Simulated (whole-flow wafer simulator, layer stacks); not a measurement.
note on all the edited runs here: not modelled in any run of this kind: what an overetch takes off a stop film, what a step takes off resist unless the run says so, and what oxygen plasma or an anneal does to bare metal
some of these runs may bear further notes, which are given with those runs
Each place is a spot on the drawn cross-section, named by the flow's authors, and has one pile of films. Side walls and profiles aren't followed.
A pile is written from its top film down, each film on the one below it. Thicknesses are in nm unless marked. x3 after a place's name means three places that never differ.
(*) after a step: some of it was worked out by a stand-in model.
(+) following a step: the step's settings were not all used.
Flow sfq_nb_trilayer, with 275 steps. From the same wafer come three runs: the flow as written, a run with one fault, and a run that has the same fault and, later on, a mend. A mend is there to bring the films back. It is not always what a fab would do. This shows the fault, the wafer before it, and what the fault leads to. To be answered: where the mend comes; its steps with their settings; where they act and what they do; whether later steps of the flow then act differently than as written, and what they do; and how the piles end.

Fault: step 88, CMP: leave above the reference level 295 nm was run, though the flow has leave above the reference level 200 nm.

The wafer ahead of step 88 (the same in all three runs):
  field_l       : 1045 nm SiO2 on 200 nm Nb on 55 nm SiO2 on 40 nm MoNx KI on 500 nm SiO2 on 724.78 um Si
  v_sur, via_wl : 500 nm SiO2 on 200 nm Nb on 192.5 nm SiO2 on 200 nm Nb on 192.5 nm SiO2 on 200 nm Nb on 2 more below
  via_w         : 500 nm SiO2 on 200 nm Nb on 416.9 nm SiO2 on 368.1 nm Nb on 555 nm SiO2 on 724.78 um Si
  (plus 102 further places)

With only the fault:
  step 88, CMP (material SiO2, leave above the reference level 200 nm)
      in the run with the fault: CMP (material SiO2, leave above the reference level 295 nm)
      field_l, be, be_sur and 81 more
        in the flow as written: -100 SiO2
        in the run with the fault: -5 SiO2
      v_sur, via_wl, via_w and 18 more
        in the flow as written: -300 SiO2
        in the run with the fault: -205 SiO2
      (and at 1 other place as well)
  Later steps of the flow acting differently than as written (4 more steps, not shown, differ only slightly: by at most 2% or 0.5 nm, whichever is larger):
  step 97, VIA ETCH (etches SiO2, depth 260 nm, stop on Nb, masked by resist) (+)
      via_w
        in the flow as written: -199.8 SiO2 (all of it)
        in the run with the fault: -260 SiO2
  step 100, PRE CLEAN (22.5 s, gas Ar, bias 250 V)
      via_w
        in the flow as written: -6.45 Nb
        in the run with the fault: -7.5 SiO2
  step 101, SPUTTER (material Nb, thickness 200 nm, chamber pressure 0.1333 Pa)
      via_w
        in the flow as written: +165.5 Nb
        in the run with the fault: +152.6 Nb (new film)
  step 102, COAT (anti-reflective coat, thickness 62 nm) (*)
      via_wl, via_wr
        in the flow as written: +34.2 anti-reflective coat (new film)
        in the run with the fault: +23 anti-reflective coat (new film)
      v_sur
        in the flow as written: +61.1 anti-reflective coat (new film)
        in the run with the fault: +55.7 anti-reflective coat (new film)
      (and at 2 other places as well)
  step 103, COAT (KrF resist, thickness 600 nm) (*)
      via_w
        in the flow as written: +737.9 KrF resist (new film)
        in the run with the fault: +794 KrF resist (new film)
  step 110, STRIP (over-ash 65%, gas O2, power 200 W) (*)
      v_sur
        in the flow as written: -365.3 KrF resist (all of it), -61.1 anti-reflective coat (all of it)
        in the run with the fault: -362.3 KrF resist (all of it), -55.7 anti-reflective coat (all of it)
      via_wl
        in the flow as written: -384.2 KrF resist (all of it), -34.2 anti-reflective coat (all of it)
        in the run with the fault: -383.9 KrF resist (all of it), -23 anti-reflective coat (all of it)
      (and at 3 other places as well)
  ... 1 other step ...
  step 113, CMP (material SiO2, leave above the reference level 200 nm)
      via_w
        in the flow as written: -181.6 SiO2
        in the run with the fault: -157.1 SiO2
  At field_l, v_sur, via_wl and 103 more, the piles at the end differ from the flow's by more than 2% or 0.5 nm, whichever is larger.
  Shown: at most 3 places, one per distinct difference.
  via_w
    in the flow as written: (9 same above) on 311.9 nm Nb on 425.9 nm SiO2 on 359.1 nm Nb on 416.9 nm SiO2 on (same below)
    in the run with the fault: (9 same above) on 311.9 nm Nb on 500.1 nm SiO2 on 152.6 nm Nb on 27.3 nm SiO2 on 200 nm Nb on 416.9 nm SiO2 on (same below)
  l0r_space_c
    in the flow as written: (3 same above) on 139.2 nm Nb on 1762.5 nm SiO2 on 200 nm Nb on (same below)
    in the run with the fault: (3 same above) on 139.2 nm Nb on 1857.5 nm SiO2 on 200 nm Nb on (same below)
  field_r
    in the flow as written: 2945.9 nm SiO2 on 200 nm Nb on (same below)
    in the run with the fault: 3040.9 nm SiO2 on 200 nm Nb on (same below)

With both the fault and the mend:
  After step 95 comes the mend.
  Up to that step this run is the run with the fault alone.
  step 95a, STRIP (over-ash 65%, gas O2, power 200 W) (*)
      field_l, v_sur, via_wl and 102 more
        -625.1 KrF resist (all of it), -62 anti-reflective coat (all of it)
      via_w
        -62 anti-reflective coat (all of it)
  step 95b, CMP (material SiO2, leave above the reference level 200 nm) (the flow's step 88, run once more)
      field_l, v_sur, via_wl and 103 more
        -95 SiO2
  step 95c, COAT (anti-reflective coat, thickness 62 nm) (the flow's step 90, run once more)
      field_l, v_sur, via_wl and 103 more
        +62 anti-reflective coat (new film)
  step 95d, COAT (KrF resist, thickness 650 nm) (the flow's step 91, run once more)
      field_l, v_sur, via_wl and 103 more
        +650 KrF resist (new film)
  step 95e, SOFTBAKE (KrF resist) (the flow's step 92, run once more)
      alters no film at any place that is followed
  step 95f, EXPOSE (photomask I2, dose 11.91 mJ/cm2, NA 0.6, wavelength 248 nm) (*) (the flow's step 93, run once more)
      alters no film at any place that is followed
  step 95g, PEB (KrF resist, 90 s) (the flow's step 94, run once more)
      field_l, v_sur, via_wl and 103 more
        -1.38 KrF resist
  step 95h, DEVELOP (KrF resist, thickness 650 nm, 60 s) (the flow's step 95, run once more)
      field_l, v_sur, via_wl and 102 more
        -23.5 KrF resist
      via_w
        -648.6 KrF resist (all of it)
  None of the later steps of the flow acts differently than as written at any place that is followed.
  The piles end the same as the flow's at every place that both follow.
